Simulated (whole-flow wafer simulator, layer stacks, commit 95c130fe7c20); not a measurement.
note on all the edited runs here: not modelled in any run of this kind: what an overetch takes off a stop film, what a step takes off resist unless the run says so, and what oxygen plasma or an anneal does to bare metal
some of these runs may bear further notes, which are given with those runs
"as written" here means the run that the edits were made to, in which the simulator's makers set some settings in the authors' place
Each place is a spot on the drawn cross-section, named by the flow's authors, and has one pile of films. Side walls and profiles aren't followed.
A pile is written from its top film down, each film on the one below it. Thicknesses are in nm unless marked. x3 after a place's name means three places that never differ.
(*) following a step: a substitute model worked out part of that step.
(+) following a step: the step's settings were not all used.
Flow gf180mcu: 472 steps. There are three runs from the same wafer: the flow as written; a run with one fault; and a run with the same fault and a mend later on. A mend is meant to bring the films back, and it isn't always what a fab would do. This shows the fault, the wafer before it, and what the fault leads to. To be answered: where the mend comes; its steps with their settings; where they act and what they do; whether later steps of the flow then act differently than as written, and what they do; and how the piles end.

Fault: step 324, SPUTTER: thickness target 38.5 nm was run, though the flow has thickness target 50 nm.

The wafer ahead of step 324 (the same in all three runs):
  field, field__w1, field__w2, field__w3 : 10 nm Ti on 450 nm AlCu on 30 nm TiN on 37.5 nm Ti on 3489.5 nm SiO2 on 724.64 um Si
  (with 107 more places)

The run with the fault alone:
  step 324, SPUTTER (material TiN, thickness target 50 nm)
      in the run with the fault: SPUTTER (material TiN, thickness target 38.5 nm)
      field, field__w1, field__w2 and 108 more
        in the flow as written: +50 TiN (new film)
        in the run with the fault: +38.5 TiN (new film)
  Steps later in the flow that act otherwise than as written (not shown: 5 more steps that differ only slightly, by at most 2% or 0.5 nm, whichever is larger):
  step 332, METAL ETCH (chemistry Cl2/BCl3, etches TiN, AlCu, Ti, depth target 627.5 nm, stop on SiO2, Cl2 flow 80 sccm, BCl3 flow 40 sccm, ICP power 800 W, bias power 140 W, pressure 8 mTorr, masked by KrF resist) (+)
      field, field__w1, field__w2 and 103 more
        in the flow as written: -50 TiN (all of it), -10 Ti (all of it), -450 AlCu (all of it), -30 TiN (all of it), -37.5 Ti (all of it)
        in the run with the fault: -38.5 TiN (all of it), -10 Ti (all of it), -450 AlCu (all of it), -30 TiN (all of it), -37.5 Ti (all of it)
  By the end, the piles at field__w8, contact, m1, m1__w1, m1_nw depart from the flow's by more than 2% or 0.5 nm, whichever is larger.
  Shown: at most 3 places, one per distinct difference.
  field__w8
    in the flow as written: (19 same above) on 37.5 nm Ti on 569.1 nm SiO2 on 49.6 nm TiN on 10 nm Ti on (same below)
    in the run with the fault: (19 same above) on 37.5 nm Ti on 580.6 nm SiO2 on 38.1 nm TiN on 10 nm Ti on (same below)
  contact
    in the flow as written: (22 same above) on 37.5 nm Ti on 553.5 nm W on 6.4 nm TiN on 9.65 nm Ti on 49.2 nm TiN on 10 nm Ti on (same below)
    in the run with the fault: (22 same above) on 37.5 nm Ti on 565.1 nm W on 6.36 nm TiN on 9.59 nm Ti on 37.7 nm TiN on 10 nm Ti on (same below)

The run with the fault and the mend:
  The mend follows step 331.
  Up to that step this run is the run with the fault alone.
  step 331a, STRIP (chemistry O2/N2, power 2160 W, pressure 1700 mTorr) (*)
      field__w8, contact, m1, m1__w1, m1_nw
        -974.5 KrF resist (all of it)
  step 331b, SPUTTER (material TiN, thickness target 11.5 nm) (the flow's step 324, run once more with other settings)
      field, field__w1, field__w2 and 108 more
        +11.5 TiN
  step 331c, HMDS (120 C, 60 s) (the flow's step 326, run once more)
      does not change any film at any place that is followed
  step 331d, COAT (KrF resist, thickness 1000 nm) (the flow's step 327, run once more)
      field, field__w1, field__w2 and 108 more
        +1000 KrF resist (new film)
  step 331e, SOFTBAKE (KrF resist) (the flow's step 328, run once more)
      does not change any film at any place that is followed
  step 331f, EXPOSE (photomask Metal3) (the flow's step 329, run once more)
      does not change any film at any place that is followed
  step 331g, PEB (KrF resist, 135 C, 90 s) (the flow's step 330, run once more)
      field, field__w1, field__w2 and 108 more
        -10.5 KrF resist
  step 331h, DEVELOP (thickness 1000 nm, 60 s) (the flow's step 331, run once more)
      field, field__w1, field__w2 and 103 more
        -989.5 KrF resist (all of it)
      field__w8, contact, m1, m1__w1, m1_nw
        -14.9 KrF resist
  Every later step of the flow that is run acts as written at every place that is followed.
  At every place that both follow, the piles at the end match the flow's.
